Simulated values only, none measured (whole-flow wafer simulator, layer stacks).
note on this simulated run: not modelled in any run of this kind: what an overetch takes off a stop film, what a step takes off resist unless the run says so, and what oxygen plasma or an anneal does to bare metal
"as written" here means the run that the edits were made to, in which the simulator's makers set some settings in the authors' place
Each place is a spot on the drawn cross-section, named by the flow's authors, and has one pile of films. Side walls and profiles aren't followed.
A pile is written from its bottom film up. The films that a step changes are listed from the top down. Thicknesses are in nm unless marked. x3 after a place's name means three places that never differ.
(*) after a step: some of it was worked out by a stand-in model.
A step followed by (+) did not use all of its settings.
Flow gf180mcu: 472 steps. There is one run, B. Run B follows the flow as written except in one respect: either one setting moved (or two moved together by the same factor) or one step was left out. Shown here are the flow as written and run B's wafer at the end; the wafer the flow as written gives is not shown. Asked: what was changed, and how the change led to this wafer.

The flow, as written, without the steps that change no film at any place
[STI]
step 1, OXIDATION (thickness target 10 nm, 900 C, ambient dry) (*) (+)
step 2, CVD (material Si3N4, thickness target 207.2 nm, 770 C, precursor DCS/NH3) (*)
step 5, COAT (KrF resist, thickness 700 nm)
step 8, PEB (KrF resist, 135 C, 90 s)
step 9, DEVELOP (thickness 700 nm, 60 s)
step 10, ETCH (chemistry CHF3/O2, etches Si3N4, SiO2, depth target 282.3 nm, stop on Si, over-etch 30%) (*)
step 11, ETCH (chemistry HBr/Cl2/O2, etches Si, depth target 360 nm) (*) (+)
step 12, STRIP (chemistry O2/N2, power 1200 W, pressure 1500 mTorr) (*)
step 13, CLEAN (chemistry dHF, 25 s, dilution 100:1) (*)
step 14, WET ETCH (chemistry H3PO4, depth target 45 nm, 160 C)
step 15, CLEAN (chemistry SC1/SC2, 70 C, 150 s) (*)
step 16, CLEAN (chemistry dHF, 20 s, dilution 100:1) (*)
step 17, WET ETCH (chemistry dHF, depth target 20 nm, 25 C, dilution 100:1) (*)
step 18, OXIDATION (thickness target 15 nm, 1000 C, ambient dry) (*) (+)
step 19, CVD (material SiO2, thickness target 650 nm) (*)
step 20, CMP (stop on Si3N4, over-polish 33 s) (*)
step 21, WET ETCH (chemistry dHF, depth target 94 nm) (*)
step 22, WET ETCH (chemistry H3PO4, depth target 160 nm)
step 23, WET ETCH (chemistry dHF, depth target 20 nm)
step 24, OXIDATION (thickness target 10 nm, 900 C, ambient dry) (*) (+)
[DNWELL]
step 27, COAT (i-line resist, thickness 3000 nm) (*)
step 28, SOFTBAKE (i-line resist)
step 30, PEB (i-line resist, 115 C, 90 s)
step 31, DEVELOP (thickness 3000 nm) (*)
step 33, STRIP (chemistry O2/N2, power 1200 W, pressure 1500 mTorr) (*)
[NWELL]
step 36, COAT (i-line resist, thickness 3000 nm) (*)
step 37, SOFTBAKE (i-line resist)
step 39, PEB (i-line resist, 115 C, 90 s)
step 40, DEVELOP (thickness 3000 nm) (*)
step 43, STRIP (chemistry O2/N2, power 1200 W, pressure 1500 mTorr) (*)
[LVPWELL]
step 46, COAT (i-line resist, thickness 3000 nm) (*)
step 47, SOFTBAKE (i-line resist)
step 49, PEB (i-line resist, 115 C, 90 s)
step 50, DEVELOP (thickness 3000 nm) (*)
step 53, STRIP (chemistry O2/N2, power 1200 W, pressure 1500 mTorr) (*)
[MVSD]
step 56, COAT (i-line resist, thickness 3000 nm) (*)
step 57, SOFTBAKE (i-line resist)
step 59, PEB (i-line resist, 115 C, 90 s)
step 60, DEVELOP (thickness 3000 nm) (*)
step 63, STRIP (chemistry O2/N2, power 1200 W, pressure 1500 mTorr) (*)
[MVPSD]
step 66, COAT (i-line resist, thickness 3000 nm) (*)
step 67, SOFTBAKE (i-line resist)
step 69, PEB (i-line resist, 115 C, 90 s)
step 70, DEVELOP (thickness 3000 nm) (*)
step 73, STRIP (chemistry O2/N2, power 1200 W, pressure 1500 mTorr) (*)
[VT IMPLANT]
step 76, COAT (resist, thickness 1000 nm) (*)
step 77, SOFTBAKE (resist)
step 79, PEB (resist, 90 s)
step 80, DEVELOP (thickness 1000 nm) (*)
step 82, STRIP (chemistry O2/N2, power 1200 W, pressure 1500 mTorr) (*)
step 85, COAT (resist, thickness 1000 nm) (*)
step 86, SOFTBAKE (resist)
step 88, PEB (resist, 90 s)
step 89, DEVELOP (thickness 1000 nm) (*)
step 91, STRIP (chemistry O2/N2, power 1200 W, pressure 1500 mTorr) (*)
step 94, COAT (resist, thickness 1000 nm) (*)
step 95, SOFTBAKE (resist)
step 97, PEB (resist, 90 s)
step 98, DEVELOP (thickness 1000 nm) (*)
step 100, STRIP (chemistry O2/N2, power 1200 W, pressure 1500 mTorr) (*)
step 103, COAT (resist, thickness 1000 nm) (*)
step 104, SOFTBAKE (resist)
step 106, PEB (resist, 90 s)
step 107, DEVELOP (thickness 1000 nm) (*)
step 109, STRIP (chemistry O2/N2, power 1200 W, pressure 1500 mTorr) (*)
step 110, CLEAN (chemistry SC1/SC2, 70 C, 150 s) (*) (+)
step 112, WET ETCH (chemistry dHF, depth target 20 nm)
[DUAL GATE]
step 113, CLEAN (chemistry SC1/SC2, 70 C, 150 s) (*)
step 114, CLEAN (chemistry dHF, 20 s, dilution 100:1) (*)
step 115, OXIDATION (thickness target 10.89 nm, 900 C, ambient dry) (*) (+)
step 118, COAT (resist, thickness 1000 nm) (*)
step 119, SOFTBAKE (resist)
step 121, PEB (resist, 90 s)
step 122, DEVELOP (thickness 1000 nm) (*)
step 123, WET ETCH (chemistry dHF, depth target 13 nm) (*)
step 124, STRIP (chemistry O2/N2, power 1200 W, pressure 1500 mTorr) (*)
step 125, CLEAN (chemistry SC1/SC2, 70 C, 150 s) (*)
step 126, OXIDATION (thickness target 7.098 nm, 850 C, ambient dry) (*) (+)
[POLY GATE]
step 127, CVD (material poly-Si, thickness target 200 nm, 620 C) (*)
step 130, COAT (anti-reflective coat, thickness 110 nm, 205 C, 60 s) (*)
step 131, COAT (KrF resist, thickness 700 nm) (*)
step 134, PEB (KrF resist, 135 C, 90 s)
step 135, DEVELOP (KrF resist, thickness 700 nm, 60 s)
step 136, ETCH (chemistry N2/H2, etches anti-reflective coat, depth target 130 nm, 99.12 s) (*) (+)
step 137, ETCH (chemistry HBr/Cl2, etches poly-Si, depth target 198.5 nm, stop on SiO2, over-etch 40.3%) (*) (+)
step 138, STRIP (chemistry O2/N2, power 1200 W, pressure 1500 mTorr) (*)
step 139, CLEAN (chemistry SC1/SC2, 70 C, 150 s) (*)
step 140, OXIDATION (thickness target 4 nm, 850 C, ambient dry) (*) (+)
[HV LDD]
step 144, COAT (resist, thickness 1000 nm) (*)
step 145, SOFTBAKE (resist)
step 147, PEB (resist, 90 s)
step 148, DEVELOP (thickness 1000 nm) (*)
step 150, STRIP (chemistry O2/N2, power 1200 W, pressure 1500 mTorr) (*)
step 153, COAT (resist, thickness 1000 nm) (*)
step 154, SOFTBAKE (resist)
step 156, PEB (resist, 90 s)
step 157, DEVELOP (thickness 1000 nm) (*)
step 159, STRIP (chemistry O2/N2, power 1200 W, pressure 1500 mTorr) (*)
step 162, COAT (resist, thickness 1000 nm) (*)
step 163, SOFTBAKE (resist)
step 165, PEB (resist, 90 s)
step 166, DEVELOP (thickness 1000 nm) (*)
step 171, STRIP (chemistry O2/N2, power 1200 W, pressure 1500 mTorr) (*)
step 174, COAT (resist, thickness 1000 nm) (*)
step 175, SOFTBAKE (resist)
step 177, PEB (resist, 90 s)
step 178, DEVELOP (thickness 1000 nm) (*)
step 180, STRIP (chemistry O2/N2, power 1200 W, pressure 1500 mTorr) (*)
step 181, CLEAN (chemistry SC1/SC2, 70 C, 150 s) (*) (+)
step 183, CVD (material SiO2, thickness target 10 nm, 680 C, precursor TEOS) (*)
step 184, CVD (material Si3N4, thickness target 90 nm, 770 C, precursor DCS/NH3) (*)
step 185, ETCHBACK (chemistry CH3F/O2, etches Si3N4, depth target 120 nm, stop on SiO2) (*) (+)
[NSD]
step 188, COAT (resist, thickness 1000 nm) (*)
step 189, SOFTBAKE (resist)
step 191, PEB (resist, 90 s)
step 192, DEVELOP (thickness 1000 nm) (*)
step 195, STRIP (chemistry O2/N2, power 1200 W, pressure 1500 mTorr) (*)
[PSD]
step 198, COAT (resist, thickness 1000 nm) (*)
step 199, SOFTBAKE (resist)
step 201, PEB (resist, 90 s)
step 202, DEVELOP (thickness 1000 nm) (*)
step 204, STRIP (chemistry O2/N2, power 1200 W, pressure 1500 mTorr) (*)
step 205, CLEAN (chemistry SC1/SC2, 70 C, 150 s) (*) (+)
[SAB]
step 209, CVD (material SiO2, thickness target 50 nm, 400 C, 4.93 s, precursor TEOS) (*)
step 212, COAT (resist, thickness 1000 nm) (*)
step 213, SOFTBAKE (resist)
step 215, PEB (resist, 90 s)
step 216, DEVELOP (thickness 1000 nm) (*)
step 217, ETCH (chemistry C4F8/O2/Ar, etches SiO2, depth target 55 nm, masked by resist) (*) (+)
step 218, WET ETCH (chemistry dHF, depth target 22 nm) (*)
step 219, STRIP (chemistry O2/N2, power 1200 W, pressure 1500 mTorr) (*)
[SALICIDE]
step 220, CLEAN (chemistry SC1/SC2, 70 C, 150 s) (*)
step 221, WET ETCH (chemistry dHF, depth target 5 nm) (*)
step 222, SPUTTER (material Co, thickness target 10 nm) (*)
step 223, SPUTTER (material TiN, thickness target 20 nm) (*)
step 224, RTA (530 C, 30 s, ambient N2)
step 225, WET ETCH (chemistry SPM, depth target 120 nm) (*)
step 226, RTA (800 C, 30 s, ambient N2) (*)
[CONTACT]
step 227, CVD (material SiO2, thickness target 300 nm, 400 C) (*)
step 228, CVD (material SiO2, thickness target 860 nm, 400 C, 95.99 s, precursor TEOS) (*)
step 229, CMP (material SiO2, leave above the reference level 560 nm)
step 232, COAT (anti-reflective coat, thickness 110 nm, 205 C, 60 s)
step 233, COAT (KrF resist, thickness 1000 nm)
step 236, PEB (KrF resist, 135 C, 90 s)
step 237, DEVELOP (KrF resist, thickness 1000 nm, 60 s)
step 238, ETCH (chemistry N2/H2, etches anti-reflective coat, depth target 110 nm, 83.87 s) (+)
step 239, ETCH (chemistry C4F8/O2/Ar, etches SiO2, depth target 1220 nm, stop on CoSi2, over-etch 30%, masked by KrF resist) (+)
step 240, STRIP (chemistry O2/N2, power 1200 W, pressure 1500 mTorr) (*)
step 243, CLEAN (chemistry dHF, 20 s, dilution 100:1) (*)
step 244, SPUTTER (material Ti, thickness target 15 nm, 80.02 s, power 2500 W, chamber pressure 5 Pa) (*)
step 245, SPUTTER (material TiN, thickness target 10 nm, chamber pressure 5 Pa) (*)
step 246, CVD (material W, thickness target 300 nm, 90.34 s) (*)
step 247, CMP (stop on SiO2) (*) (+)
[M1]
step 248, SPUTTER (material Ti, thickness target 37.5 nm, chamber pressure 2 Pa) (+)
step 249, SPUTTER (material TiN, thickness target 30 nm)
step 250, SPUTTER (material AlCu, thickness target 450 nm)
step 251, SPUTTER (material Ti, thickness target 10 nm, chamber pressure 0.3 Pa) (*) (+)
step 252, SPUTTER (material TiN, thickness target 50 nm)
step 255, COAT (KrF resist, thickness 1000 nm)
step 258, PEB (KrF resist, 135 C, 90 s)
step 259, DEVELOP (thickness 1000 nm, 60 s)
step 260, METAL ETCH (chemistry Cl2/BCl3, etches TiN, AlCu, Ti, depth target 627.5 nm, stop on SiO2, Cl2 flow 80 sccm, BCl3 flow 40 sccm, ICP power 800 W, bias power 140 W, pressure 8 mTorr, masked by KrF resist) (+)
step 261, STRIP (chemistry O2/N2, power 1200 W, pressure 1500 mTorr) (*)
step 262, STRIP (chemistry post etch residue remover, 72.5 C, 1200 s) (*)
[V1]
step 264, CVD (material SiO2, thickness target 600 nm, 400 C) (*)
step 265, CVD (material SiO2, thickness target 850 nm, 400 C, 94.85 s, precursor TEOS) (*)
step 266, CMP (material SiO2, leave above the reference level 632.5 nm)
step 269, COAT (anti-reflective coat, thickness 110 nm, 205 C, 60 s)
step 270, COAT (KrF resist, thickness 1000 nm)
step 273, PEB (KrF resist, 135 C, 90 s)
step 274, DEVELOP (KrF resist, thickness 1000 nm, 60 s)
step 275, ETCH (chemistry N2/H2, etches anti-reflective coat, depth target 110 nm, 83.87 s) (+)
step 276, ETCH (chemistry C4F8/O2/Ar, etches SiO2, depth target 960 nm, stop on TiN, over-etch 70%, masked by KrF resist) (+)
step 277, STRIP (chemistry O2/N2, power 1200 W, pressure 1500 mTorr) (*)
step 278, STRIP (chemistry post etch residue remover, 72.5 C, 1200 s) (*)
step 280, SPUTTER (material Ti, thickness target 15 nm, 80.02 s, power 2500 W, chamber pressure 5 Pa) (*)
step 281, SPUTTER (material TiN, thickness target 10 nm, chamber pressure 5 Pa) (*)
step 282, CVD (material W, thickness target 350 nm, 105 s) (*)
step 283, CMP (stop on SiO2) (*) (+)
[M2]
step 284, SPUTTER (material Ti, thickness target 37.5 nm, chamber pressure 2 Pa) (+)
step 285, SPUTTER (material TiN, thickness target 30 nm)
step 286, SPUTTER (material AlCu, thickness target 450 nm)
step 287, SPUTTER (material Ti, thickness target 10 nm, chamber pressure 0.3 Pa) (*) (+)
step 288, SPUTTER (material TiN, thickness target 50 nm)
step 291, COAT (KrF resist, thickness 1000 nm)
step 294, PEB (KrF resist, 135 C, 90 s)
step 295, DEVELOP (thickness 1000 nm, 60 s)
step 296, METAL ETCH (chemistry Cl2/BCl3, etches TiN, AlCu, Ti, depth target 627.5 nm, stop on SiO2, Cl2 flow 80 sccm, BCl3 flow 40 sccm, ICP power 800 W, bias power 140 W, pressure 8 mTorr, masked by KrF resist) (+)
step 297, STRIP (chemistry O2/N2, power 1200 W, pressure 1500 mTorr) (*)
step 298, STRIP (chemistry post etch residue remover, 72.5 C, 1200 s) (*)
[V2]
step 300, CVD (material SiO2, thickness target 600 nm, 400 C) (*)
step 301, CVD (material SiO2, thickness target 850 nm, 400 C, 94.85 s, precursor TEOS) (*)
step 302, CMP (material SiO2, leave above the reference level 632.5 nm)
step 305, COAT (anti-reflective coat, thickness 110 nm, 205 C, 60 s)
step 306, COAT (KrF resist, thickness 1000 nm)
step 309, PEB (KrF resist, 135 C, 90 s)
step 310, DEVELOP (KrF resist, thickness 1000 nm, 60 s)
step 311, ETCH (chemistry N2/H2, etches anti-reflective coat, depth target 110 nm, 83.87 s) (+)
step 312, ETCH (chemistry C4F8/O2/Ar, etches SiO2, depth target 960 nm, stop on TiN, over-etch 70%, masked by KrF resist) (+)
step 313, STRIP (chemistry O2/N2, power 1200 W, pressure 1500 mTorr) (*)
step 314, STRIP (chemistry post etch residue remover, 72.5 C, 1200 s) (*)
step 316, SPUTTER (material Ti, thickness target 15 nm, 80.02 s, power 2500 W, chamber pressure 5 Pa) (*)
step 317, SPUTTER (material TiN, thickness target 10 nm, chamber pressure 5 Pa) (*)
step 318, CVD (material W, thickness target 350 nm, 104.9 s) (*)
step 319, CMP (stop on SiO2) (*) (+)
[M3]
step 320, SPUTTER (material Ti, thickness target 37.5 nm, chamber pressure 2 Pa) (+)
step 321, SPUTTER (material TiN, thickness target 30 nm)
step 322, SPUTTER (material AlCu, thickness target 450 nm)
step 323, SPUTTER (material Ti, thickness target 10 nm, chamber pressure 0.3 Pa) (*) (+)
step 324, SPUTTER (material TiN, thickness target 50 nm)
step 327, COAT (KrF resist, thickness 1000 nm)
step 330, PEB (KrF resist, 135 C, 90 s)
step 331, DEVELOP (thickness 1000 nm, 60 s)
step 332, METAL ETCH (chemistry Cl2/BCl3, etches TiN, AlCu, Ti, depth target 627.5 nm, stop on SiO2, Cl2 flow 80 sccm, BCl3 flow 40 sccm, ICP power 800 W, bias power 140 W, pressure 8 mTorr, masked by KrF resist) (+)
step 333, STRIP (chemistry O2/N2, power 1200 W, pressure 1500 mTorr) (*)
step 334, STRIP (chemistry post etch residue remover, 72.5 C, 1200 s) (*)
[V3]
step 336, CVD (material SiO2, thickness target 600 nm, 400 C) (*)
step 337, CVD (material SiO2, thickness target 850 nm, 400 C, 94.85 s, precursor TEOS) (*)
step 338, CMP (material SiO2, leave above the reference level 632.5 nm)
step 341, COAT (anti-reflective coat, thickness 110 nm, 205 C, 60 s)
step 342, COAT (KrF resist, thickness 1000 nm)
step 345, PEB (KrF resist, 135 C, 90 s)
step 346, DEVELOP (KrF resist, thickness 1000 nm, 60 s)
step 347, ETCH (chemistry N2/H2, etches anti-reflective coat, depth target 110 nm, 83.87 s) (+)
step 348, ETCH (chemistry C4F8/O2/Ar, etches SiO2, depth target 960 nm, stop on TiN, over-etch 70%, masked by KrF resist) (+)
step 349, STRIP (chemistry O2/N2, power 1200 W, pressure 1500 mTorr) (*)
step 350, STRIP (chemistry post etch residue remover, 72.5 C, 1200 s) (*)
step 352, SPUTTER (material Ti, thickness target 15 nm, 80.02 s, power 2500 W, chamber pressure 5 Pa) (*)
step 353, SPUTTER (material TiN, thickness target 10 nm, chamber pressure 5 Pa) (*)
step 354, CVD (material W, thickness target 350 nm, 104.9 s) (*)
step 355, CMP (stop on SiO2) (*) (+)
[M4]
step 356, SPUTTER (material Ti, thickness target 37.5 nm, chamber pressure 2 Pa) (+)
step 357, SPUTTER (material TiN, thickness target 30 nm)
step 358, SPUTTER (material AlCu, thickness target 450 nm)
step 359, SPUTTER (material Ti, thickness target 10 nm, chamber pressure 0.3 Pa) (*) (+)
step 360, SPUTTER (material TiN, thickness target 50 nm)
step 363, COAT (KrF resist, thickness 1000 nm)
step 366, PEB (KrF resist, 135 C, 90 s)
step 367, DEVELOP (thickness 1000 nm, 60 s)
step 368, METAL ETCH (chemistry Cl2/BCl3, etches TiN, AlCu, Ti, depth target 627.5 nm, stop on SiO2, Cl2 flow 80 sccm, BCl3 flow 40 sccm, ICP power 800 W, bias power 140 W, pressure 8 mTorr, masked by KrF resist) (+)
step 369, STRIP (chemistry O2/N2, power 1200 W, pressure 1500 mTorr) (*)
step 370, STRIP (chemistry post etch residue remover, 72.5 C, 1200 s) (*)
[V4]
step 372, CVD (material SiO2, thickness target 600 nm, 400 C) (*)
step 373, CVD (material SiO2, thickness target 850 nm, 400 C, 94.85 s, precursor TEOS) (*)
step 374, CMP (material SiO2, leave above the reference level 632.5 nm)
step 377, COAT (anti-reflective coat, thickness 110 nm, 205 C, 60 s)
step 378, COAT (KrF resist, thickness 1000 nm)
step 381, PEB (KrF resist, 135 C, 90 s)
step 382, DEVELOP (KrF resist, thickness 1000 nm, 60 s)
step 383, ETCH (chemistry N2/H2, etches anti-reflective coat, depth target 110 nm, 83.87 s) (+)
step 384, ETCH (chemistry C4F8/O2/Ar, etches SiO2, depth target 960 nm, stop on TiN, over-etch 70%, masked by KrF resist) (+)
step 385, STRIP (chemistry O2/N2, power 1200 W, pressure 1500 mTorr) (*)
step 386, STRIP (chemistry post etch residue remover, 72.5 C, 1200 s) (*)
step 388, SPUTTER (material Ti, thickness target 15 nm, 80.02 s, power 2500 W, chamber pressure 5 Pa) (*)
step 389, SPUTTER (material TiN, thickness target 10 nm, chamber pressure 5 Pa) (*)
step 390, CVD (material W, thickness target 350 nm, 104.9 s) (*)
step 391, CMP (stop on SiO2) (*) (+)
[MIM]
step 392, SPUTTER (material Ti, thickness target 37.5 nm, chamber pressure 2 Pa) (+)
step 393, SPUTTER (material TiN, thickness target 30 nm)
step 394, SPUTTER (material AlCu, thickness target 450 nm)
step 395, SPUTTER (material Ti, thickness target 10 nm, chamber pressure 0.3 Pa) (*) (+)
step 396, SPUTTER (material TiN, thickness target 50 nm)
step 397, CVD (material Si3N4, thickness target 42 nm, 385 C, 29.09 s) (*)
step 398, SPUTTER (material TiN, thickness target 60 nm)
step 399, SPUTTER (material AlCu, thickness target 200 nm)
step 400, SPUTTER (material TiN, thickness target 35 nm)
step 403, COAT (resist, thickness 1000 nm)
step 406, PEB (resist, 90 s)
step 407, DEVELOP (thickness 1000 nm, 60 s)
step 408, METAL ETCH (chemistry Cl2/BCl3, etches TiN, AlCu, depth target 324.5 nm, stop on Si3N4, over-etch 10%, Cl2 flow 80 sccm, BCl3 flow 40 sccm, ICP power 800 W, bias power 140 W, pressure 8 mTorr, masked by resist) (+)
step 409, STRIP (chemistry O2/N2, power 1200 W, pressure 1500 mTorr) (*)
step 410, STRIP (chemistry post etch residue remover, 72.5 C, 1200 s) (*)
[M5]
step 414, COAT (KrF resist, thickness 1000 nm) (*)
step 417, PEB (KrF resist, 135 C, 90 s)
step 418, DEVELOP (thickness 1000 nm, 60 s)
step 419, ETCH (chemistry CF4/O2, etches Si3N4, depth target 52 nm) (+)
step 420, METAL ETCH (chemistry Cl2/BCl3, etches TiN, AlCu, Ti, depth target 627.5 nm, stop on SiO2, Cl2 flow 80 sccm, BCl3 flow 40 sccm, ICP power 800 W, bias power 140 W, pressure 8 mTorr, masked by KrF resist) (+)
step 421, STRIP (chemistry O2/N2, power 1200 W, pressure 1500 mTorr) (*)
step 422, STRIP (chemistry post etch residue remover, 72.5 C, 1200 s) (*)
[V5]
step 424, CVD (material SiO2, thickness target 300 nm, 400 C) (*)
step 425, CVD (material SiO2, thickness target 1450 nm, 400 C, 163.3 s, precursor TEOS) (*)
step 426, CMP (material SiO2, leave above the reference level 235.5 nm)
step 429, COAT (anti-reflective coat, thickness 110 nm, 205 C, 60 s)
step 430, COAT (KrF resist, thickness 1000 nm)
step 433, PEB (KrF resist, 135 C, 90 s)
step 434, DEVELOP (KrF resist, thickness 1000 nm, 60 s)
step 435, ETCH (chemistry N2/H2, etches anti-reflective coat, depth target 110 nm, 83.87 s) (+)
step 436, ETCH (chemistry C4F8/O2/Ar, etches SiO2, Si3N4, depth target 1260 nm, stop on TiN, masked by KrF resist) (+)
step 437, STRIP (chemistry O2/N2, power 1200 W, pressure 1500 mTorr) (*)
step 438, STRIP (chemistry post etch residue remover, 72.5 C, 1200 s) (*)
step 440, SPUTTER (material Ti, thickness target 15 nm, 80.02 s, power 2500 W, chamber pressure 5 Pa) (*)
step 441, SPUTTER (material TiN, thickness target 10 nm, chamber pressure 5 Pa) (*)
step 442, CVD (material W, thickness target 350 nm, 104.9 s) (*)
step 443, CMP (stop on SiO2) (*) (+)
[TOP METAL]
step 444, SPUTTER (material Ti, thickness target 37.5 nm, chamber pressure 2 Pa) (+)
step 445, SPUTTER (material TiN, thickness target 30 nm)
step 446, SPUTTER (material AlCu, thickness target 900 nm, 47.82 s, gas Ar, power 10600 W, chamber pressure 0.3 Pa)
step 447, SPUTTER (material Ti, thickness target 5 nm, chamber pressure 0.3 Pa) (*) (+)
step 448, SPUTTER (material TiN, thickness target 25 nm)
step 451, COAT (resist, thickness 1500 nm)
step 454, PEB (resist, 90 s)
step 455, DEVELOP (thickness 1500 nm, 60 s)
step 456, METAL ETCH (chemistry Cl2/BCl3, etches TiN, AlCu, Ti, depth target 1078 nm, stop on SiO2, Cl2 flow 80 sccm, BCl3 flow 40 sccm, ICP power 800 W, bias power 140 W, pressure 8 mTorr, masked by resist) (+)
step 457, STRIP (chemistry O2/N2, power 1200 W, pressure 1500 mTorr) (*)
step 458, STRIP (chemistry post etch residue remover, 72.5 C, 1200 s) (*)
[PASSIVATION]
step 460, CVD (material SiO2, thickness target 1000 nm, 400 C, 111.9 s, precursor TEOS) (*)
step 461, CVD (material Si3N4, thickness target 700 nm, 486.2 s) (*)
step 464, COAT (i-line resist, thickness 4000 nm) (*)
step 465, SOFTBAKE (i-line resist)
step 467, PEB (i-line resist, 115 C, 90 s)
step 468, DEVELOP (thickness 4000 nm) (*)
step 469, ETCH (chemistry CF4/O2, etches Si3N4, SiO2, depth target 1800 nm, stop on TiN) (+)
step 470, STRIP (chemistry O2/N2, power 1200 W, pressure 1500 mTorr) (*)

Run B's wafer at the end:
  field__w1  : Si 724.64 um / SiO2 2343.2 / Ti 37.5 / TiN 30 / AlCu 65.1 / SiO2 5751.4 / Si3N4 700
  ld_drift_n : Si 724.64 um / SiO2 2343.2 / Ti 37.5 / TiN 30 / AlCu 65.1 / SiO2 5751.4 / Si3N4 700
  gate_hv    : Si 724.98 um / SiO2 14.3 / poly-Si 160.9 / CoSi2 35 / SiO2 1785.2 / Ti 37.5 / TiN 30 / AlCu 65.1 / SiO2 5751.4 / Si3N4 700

The reason: step 296, METAL ETCH: depth target 439.2 nm was run, though the flow has depth target 627.5 nm.

How this came from the change, step by step:
  step 296, METAL ETCH (chemistry Cl2/BCl3, etches TiN, AlCu, Ti, depth target 627.5 nm, stop on SiO2, Cl2 flow 80 sccm, BCl3 flow 40 sccm, ICP power 800 W, bias power 140 W, pressure 8 mTorr, masked by KrF resist) (+)
      field, field__w1, field__w2 and 103 more: TiN loses 50 (all of it), Ti loses 10 (all of it), AlCu loses 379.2 (it would be, as written: TiN loses 50 (all of it), Ti loses 10 (all of it), AlCu loses 450 (all of it), TiN loses 30 (all of it), Ti loses 37.5 (all of it))
      field__w8, contact, m1, m1__w1, m1_nw: KrF resist loses 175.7 (it would be, as written: KrF resist loses 251)
  step 297, STRIP (chemistry O2/N2, power 1200 W, pressure 1500 mTorr) (*)
      field__w8, contact, m1, m1__w1, m1_nw: KrF resist loses 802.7 (all of it) (it would be, as written: KrF resist loses 727.4 (all of it))
  step 298, STRIP (chemistry post etch residue remover, 72.5 C, 1200 s) (*)
      field, field__w1, field__w2 and 103 more: AlCu loses 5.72 (it would be, as written: nothing)
  step 300, CVD (material SiO2, thickness target 600 nm, 400 C) (*)
      field, field__w1, field__w2 and 103 more: SiO2 gains 600 (new film) (it would be, as written: SiO2 gains 600)
  step 302, CMP (material SiO2, leave above the reference level 632.5 nm)
      field, field__w1, field__w2 and 103 more: SiO2 loses 432.6 (it would be, as written: SiO2 loses 300)
Taking metal films that touch as one body, field__w1 has 1 body; the flow as written gives 0 bodies.
Taking metal films that touch as one body, ld_drift_n has 1 body; the flow as written gives 0 bodies.
Taking metal films that touch as one body, gate_hv has 2 bodies (between them, from the top down: SiO2 1785.2); the flow as written gives 1 body.
